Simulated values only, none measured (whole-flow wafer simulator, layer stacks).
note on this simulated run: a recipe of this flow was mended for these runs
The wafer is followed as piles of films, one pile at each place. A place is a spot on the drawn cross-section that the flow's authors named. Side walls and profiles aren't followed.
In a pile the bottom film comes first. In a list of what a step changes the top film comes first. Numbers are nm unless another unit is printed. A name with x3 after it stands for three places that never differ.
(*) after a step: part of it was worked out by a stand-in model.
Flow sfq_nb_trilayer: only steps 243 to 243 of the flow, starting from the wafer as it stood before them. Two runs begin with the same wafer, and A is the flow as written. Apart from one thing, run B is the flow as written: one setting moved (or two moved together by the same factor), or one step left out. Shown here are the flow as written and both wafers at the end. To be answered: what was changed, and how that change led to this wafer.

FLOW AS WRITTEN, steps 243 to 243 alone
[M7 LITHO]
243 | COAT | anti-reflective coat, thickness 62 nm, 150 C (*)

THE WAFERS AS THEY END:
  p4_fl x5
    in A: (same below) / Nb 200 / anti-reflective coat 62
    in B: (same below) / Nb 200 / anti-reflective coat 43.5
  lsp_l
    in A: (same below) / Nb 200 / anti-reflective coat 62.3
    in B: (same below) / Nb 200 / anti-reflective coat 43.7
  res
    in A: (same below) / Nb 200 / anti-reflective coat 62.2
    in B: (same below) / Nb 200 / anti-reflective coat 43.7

The reason: step 243, COAT: thickness 43.5 nm was run, while the flow as written has thickness 62 nm.
The wafer lets one read it off: p4_fl x5 has anti-reflective coat 43.5, and step 243 as written asks for 62 nm.

The path from the change to this, step by step:
  243 | COAT | anti-reflective coat, thickness 62 nm, 150 C (*)
      p4_fl x5, p4_w1 x9, p3_s0 x15 and 48 more: A anti-reflective coat gains 62 (new film) | B anti-reflective coat gains 43.5 (new film)
      lsp_l, ln_m5, lsp_m, ln_m6, lsp_r, l0_sur, l0v: A anti-reflective coat gains 62.3 (new film) | B anti-reflective coat gains 43.7 (new film)
      (and at 22 other places as well)
